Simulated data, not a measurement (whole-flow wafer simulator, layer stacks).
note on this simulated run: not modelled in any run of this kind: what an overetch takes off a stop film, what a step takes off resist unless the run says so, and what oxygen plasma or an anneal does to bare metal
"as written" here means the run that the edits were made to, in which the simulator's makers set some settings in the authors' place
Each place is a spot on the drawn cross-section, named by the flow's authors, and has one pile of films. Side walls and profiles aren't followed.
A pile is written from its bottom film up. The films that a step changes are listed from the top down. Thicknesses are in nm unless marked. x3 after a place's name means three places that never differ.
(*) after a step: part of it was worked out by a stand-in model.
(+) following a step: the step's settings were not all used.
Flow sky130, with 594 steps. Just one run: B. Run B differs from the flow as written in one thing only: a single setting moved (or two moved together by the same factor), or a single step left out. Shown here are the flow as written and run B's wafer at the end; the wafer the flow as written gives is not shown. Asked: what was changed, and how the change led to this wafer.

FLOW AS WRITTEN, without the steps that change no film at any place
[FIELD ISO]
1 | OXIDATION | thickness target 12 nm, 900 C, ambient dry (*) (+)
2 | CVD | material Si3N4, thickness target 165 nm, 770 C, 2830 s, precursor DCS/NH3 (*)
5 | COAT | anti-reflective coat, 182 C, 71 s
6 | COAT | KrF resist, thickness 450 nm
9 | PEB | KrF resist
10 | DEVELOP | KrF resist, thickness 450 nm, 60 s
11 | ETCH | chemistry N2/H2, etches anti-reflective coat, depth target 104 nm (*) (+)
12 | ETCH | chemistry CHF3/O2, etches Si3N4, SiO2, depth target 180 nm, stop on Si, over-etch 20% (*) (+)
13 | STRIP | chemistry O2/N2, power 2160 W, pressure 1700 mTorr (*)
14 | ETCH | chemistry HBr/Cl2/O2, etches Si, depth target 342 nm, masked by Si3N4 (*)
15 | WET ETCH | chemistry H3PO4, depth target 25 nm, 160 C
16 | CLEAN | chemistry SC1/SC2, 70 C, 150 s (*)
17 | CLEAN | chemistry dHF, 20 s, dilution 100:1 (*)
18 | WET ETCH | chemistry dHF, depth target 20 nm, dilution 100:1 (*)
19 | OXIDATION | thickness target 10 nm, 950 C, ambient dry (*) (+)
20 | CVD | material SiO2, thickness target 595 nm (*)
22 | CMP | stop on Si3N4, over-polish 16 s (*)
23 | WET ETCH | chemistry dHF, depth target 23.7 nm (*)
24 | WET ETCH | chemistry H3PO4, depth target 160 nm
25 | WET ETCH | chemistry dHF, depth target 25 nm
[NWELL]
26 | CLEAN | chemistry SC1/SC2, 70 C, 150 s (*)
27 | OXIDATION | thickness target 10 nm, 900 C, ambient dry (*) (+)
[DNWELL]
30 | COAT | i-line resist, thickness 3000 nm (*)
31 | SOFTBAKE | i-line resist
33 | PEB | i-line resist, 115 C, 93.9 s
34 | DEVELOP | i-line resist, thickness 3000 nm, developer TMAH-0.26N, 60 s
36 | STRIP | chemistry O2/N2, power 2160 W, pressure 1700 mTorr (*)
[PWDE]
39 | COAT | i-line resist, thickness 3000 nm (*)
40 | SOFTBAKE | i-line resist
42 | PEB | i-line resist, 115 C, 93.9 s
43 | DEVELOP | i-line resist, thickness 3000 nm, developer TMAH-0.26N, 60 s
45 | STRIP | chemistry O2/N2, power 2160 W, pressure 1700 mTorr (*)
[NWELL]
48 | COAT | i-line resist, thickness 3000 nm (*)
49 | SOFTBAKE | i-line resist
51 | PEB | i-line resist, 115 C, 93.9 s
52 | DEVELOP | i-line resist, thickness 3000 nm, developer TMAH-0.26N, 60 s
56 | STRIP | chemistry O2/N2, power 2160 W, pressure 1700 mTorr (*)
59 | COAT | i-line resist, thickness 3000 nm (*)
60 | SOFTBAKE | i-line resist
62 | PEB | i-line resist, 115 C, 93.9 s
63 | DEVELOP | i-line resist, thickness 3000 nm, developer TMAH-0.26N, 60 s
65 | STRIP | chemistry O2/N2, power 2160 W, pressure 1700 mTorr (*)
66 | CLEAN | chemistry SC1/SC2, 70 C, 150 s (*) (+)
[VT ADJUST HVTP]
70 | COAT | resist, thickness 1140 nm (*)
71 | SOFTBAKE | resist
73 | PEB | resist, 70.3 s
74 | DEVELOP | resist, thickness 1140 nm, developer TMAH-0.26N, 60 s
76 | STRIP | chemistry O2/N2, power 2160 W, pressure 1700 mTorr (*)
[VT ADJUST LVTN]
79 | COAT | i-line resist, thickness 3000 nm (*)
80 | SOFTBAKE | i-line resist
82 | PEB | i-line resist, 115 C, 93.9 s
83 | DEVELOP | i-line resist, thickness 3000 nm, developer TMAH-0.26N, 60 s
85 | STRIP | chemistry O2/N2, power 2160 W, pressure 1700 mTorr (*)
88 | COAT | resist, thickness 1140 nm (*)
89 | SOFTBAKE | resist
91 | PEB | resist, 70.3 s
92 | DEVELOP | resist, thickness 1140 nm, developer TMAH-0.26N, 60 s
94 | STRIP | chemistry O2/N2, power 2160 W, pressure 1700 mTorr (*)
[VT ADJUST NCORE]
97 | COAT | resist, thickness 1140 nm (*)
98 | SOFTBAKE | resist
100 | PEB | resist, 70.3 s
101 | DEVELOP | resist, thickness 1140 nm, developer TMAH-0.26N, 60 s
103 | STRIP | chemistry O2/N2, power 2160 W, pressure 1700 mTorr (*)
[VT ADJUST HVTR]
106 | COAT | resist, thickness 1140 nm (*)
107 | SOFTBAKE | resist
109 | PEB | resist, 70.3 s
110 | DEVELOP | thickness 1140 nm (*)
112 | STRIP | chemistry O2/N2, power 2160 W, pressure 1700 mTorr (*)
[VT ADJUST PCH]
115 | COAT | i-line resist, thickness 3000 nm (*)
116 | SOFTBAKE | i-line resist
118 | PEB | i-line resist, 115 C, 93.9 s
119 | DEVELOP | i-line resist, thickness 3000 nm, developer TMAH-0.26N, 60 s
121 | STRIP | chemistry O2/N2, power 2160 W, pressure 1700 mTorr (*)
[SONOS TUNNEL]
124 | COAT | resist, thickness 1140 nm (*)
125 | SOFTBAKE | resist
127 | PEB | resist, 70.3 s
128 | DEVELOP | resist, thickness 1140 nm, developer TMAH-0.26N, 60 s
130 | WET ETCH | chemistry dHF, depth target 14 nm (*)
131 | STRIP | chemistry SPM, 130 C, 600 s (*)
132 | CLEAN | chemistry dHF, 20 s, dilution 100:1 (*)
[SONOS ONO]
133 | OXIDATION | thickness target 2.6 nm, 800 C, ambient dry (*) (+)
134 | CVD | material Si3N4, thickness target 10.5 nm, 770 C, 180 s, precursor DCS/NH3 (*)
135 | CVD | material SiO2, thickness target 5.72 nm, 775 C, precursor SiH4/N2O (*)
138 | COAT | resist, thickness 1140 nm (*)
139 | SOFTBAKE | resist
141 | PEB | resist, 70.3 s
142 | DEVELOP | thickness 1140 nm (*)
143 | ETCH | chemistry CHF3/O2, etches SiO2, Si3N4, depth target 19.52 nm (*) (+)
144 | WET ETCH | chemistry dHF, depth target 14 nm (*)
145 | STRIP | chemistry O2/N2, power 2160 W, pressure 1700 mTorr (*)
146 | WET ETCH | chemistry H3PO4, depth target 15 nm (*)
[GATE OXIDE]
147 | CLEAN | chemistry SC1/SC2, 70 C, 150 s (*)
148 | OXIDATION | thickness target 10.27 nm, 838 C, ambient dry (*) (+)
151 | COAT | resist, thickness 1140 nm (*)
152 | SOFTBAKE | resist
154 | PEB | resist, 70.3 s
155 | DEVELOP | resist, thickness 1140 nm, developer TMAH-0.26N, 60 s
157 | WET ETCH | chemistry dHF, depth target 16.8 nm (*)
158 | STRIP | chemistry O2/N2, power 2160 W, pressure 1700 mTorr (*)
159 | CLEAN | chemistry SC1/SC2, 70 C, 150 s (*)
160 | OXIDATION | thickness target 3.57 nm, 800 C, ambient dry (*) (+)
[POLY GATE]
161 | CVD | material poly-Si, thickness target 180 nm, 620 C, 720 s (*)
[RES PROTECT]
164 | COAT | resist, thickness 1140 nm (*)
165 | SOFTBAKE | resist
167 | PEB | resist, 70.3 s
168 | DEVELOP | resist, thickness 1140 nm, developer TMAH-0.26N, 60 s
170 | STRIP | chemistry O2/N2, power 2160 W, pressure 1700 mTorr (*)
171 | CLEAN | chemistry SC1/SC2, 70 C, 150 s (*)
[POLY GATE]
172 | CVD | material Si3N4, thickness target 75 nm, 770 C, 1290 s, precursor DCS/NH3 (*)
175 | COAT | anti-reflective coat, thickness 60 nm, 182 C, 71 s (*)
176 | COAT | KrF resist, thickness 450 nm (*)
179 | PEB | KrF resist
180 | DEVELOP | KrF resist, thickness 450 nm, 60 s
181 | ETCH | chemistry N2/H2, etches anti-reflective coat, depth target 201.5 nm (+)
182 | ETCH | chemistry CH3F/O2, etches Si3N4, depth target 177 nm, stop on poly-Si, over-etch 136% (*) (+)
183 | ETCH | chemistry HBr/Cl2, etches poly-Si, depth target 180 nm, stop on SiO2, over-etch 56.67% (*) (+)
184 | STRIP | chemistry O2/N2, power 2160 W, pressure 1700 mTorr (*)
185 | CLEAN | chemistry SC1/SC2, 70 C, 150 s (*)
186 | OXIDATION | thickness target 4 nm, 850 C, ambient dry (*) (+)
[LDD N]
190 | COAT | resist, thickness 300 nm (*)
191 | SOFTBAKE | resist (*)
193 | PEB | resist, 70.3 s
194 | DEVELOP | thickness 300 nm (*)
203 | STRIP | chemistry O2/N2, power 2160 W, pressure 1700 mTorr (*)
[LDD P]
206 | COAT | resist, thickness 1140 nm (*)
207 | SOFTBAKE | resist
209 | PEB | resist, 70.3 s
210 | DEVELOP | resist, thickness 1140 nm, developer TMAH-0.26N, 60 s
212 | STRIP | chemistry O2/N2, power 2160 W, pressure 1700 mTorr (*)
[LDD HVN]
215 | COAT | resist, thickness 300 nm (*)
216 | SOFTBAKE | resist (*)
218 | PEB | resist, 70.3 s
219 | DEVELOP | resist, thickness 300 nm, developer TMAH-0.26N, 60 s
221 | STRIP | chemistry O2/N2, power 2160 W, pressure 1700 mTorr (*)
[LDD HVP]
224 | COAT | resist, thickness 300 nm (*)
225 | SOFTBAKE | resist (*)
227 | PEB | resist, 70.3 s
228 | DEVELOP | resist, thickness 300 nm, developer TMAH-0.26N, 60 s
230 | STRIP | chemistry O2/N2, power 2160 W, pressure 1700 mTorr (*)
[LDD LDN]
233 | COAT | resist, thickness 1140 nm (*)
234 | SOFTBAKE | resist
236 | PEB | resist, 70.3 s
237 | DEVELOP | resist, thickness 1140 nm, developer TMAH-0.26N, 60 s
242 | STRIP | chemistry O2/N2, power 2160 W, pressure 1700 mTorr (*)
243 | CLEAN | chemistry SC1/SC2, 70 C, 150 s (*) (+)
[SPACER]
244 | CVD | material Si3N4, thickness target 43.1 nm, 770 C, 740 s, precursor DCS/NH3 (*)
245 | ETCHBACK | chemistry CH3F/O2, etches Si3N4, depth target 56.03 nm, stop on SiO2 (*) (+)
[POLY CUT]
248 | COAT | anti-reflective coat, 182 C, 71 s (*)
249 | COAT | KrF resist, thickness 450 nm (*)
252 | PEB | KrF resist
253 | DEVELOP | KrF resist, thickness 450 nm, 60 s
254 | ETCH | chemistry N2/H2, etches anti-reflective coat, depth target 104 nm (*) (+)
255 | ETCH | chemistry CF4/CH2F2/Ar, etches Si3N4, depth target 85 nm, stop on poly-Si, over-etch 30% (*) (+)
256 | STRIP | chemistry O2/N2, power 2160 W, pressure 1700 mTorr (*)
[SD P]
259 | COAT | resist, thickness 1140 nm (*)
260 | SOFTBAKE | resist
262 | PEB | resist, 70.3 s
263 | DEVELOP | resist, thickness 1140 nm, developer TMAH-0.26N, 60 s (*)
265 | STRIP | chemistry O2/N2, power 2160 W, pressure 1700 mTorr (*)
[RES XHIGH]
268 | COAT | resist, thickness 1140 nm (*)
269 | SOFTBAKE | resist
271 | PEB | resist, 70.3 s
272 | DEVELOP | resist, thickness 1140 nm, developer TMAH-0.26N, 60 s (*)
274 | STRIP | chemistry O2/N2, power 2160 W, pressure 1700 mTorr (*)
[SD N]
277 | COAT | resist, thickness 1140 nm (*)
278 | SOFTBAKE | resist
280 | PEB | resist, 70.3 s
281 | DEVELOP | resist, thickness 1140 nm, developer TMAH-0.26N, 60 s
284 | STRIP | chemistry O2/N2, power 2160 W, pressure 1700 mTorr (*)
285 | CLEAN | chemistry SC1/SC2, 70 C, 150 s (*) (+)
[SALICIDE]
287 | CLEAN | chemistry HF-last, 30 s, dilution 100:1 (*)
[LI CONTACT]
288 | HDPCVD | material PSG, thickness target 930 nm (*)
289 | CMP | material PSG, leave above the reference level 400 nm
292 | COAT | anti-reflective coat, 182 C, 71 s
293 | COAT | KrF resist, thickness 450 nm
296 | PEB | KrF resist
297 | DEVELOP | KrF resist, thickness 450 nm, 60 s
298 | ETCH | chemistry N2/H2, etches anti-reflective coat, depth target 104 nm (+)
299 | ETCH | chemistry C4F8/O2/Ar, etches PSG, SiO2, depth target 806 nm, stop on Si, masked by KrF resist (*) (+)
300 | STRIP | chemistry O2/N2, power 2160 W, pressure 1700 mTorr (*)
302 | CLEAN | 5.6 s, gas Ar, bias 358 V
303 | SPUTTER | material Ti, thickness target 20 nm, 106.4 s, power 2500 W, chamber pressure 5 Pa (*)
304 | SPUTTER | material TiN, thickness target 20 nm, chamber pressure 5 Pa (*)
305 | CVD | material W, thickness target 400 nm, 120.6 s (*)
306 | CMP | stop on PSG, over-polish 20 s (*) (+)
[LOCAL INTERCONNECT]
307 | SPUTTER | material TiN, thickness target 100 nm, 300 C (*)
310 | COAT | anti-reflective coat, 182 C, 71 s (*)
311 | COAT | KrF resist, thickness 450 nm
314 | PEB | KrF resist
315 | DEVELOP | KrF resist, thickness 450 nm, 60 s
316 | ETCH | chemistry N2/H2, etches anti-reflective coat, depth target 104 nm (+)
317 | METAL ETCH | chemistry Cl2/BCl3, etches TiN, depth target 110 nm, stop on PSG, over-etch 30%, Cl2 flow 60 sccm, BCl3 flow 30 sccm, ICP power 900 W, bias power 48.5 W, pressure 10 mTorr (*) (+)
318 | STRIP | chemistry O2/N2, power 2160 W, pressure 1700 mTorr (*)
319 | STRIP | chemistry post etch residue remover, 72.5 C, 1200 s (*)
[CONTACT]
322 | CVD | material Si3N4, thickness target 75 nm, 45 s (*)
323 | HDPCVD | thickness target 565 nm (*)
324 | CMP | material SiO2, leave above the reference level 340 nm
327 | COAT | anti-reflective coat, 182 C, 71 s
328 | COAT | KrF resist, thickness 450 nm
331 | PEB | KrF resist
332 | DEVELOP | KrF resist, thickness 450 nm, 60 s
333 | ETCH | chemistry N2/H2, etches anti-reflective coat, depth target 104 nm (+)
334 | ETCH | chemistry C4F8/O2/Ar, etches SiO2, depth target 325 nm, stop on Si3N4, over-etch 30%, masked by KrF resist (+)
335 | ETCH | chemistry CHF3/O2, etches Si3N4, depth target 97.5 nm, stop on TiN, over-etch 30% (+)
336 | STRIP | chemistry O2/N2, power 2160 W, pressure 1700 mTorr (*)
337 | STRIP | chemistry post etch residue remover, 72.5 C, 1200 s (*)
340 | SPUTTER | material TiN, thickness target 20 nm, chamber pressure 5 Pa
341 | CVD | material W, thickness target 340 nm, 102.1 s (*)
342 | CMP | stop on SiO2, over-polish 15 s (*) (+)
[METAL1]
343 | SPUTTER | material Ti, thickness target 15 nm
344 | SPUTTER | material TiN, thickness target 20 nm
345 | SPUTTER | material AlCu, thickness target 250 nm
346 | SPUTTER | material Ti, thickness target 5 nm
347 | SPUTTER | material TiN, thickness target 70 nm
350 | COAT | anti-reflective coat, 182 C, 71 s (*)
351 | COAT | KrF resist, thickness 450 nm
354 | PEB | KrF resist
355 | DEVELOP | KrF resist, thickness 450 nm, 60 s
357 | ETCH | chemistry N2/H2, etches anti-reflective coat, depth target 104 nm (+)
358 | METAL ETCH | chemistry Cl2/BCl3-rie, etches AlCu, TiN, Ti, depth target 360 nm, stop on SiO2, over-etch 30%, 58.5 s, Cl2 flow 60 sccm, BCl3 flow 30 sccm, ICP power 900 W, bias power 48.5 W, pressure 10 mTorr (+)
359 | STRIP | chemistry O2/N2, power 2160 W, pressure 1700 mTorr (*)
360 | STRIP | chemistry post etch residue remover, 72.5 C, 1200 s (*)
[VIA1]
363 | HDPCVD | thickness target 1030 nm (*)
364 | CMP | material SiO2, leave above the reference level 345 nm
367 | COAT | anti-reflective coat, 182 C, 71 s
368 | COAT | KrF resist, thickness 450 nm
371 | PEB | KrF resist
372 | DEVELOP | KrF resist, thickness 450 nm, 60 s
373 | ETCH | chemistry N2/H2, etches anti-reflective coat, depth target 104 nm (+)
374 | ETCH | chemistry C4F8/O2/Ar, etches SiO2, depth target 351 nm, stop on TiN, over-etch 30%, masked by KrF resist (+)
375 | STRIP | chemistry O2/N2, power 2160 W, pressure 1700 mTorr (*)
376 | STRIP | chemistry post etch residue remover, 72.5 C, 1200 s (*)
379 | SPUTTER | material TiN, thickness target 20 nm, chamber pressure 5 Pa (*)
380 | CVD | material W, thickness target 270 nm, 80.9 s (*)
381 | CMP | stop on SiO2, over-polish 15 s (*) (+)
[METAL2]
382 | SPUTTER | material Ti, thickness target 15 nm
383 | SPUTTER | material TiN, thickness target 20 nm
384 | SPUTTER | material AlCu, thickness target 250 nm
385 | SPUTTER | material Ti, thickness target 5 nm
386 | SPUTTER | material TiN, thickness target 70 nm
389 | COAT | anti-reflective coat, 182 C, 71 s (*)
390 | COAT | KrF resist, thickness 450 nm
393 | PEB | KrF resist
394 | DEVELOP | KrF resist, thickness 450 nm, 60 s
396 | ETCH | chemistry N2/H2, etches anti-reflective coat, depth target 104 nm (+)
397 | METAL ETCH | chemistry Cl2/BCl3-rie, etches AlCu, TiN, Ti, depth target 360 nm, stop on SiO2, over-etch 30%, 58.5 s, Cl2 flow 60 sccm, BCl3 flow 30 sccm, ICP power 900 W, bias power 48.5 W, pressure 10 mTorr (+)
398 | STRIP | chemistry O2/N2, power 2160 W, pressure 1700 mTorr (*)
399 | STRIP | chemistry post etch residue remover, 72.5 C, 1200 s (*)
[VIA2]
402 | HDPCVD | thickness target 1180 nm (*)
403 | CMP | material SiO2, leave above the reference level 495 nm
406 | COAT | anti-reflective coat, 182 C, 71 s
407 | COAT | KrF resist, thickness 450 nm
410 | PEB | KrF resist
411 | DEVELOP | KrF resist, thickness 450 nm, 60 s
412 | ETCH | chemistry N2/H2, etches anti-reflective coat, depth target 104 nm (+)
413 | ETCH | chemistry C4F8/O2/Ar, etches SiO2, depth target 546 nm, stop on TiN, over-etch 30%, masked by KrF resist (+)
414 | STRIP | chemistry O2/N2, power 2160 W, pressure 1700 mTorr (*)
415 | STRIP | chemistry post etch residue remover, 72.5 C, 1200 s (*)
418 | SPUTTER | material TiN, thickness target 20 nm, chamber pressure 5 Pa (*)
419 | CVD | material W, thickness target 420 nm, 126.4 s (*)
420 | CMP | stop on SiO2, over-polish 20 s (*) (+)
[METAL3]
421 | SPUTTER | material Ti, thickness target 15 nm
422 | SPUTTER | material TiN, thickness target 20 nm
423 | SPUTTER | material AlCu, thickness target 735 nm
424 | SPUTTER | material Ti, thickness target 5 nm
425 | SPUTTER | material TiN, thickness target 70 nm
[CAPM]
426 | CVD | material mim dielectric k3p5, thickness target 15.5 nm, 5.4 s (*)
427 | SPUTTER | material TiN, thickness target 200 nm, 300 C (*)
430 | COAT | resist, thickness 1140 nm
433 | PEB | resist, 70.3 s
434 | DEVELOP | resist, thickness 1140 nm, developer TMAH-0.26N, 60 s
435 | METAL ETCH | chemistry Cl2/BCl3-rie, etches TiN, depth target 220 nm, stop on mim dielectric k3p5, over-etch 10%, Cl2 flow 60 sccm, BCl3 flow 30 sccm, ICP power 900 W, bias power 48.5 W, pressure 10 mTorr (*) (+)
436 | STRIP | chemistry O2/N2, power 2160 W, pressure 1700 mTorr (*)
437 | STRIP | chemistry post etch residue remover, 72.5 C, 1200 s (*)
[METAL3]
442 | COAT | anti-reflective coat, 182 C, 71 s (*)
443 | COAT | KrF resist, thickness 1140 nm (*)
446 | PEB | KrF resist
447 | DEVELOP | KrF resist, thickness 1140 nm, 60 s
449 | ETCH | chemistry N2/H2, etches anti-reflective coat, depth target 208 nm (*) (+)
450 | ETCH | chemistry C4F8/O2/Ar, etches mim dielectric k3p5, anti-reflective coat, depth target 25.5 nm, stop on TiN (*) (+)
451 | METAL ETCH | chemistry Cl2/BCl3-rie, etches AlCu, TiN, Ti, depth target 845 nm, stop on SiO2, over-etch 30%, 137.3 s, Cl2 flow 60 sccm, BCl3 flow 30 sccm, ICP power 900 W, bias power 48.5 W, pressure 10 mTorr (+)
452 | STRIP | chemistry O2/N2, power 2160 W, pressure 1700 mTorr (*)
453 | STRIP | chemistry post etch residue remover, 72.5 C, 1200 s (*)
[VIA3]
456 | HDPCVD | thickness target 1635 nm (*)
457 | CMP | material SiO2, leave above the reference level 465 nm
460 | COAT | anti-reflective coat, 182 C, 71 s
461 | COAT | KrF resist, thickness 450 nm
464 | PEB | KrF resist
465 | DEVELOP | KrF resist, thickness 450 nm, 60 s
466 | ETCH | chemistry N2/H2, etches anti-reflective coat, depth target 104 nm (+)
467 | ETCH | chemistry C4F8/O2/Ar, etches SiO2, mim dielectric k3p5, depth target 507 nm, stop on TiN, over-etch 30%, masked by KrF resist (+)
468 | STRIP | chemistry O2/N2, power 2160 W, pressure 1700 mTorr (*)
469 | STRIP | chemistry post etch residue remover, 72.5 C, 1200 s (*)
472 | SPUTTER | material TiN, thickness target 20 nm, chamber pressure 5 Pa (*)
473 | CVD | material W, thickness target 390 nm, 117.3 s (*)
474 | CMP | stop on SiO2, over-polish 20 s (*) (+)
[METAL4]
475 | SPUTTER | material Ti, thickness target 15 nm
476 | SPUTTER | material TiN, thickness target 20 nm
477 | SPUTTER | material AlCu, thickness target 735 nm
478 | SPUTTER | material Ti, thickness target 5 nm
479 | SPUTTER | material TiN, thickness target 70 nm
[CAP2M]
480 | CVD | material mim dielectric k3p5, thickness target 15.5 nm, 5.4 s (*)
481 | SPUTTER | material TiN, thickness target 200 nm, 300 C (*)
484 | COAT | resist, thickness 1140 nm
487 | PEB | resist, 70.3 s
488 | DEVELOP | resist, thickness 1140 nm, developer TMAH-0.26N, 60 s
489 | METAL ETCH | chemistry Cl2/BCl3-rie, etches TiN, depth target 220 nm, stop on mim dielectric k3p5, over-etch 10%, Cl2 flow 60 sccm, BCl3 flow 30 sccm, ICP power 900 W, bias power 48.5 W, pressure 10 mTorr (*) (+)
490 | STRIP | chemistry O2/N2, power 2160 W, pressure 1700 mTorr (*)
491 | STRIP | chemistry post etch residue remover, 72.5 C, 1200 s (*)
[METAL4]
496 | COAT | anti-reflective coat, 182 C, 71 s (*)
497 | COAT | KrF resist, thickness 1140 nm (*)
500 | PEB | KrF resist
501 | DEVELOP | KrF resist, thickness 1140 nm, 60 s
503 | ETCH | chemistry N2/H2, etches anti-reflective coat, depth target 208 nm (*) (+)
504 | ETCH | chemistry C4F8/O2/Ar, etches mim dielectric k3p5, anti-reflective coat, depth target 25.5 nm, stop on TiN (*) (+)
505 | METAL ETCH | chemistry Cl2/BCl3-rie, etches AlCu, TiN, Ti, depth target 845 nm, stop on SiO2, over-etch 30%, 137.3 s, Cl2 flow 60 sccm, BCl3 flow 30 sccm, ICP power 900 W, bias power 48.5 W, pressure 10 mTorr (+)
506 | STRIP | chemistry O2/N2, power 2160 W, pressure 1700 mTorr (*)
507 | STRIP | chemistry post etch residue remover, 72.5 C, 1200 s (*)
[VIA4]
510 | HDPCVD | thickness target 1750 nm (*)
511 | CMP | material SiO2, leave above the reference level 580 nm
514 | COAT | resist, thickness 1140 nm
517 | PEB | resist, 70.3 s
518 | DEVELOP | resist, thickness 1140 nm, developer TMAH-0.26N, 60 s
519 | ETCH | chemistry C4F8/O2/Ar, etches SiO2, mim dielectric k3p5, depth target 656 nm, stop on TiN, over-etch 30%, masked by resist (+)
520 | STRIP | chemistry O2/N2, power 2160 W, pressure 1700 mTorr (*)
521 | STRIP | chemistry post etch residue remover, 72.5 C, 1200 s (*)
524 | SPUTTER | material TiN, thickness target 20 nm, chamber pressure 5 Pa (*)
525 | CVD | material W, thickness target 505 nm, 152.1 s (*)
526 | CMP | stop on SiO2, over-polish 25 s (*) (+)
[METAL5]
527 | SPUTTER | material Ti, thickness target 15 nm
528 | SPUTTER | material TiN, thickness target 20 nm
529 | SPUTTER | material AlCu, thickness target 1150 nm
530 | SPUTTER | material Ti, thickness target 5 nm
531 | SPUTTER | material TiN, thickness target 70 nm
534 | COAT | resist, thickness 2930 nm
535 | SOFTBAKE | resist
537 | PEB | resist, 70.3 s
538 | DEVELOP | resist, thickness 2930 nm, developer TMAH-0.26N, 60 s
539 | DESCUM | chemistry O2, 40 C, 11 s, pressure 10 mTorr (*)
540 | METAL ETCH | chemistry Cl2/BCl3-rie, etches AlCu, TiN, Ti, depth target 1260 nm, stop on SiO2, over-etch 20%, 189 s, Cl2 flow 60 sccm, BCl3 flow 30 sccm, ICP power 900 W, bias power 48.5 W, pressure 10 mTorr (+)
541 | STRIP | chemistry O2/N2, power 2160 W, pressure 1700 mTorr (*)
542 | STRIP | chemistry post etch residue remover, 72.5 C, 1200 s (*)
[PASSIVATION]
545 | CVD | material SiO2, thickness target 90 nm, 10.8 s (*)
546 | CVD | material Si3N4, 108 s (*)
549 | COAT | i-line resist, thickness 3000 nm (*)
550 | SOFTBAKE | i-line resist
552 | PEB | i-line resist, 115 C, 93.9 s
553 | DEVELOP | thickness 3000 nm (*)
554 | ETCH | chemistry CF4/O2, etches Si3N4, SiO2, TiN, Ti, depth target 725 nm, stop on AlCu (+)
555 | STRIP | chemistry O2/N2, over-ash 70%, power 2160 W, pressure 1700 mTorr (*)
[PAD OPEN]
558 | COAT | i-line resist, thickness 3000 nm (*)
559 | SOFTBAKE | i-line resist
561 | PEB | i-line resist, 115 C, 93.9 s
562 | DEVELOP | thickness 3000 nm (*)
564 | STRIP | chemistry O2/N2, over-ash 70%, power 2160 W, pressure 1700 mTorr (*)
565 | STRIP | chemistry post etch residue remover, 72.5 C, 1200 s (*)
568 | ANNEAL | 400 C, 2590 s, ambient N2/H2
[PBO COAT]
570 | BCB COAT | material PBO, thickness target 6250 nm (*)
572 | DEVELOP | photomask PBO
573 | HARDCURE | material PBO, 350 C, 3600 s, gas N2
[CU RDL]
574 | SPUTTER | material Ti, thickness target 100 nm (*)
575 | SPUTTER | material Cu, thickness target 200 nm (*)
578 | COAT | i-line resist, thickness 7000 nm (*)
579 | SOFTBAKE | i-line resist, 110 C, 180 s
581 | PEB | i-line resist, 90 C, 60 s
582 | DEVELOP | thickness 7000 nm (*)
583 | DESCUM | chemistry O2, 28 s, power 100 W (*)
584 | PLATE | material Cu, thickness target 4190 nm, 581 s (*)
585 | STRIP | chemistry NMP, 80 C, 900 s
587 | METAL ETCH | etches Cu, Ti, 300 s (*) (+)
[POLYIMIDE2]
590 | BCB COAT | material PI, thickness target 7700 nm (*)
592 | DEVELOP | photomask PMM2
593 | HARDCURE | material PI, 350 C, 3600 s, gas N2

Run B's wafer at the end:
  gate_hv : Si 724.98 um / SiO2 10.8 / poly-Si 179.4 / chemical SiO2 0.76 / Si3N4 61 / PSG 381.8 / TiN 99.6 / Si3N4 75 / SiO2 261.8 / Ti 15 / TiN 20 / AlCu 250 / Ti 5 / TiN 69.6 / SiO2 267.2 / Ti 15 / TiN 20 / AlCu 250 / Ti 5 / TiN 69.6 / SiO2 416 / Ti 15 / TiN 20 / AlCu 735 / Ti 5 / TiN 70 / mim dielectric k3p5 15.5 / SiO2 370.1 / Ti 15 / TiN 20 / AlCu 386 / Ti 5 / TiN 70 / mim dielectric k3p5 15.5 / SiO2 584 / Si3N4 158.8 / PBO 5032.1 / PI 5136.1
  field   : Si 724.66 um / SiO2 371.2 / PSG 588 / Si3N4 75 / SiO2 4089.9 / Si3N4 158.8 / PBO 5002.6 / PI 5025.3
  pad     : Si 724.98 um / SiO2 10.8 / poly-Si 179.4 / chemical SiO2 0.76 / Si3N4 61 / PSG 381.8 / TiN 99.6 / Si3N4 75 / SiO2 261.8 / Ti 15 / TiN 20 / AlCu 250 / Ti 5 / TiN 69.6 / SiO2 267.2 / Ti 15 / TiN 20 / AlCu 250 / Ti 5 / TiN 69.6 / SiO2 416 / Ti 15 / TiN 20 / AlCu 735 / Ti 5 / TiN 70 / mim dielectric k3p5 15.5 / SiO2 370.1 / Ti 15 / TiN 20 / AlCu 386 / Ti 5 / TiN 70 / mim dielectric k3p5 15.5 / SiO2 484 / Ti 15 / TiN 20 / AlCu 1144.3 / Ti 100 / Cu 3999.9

Cause: step 477, SPUTTER: thickness target 386 nm was run, though the flow has thickness target 735 nm.
One can read it off the wafer: gate_hv has AlCu 386, and step 477 as written asks for 735 nm.

The path from the change to this, step by step:
  477 | SPUTTER | material AlCu, thickness target 735 nm
      field, active, n_well and 189 more: AlCu gains 386 (new film) (as written it would have been: AlCu gains 735 (new film))
  505 | METAL ETCH | chemistry Cl2/BCl3-rie, etches AlCu, TiN, Ti, depth target 845 nm, stop on SiO2, over-etch 30%, 137.3 s, Cl2 flow 60 sccm, BCl3 flow 30 sccm, ICP power 900 W, bias power 48.5 W, pressure 10 mTorr (+)
      field, gate, spacer and 68 more: TiN loses 70 (all of it), Ti loses 5 (all of it), AlCu loses 386 (all of it), TiN loses 20 (all of it), Ti loses 15 (all of it), SiO2 loses 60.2 (as written it would have been: TiN loses 70 (all of it), Ti loses 5 (all of it), AlCu loses 735 (all of it), TiN loses 20 (all of it), Ti loses 15 (all of it), SiO2 loses 25.4)
      active, vpp_iso1, m1_ln and 13 more: TiN loses 70 (all of it), Ti loses 5 (all of it), AlCu loses 386 (all of it), TiN loses 20 (all of it), Ti loses 15 (all of it), SiO2 loses 60.2 (as written it would have been: TiN loses 70 (all of it), Ti loses 5 (all of it), AlCu loses 735 (all of it), TiN loses 20 (all of it), Ti loses 15 (all of it), SiO2 loses 25.3)
      (and at 1 other place as well)
  511 | CMP | material SiO2, leave above the reference level 580 nm
      field, gate, spacer and 71 more: SiO2 loses 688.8 (as written it would have been: SiO2 loses 374.7)
      iso_guard__w1, mim_edge_gap, vpp_l1ln, vpp_m3ln, rpm_encl, via2_enc, rpm_encl_psd, iso_guard_nsd_tip: SiO2 loses 688.8 (as written it would have been: SiO2 loses 374.6)
      (and at 6 other places as well)
